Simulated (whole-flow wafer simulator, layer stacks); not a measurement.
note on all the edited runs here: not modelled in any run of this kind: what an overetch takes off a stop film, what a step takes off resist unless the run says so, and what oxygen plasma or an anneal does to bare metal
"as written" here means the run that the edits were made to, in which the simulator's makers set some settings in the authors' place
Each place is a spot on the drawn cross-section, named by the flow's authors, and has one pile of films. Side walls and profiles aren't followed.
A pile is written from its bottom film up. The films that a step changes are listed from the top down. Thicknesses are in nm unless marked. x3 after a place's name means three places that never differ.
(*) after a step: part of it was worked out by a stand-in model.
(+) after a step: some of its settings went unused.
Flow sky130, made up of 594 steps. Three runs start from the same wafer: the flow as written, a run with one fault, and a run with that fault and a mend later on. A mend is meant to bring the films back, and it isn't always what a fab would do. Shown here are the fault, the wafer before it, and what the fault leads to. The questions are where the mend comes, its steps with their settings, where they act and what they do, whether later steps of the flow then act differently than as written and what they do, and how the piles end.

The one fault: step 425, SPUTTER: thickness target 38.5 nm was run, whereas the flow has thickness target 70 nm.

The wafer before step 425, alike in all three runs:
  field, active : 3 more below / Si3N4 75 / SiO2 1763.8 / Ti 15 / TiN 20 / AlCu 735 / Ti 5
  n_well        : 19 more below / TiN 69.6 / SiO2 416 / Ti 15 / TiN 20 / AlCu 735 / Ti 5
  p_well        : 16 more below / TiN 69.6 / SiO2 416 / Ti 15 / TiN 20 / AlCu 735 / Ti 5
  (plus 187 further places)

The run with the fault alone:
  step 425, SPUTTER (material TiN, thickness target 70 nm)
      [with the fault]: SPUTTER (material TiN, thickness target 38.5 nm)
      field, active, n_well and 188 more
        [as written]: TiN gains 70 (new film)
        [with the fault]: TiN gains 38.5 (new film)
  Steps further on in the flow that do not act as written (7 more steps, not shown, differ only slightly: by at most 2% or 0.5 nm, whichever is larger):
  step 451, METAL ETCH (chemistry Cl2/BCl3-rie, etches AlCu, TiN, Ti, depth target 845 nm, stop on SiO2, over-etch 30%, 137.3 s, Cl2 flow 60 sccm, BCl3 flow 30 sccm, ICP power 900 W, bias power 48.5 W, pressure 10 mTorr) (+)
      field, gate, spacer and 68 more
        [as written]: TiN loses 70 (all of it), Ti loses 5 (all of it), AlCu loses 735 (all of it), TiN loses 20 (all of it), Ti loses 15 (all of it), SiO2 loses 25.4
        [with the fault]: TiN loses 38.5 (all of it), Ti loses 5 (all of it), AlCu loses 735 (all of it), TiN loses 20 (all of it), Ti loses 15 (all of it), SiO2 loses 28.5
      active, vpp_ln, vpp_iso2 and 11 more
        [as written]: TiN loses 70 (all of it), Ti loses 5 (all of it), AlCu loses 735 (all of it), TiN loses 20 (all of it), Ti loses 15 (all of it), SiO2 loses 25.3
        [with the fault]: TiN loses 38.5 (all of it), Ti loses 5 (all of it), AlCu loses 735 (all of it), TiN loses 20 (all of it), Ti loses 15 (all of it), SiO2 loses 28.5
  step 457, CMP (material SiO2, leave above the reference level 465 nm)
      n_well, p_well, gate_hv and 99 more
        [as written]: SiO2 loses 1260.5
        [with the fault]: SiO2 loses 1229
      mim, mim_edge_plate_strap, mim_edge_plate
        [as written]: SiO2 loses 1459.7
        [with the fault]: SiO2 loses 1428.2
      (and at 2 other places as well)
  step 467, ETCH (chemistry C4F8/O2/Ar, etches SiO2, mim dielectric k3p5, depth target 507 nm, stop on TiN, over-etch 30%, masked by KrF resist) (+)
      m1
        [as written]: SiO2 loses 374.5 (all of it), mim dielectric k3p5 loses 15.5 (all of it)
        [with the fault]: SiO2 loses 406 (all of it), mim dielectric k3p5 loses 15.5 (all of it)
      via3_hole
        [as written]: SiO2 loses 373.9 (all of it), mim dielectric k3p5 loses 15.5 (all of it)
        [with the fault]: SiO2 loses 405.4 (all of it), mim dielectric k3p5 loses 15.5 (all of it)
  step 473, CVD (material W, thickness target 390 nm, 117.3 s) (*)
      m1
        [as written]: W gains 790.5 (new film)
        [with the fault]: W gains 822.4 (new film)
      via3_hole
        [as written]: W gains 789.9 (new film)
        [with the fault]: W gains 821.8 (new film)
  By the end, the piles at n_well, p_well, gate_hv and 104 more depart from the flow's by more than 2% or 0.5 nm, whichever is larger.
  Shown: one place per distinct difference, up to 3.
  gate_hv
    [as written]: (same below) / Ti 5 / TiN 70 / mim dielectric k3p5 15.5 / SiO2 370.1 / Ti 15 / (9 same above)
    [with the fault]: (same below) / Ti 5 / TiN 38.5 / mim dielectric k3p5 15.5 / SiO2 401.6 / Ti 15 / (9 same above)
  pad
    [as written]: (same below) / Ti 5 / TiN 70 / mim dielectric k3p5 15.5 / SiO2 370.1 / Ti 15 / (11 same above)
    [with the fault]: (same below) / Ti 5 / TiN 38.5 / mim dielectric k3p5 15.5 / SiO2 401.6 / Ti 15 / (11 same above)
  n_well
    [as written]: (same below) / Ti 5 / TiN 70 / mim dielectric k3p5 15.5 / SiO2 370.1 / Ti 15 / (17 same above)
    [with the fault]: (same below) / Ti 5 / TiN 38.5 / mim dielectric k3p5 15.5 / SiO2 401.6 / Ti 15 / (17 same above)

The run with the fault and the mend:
  The mend stands after step 425.
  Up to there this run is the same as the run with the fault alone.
  step 425a, SPUTTER (material TiN, thickness target 31.5 nm) (a further turn of the flow's step 425, with different settings)
      field, active, n_well and 188 more
        TiN gains 31.5
  None of the later steps of the flow acts differently than as written at any place that is followed.
  The piles end the same as the flow's at every place that both follow.
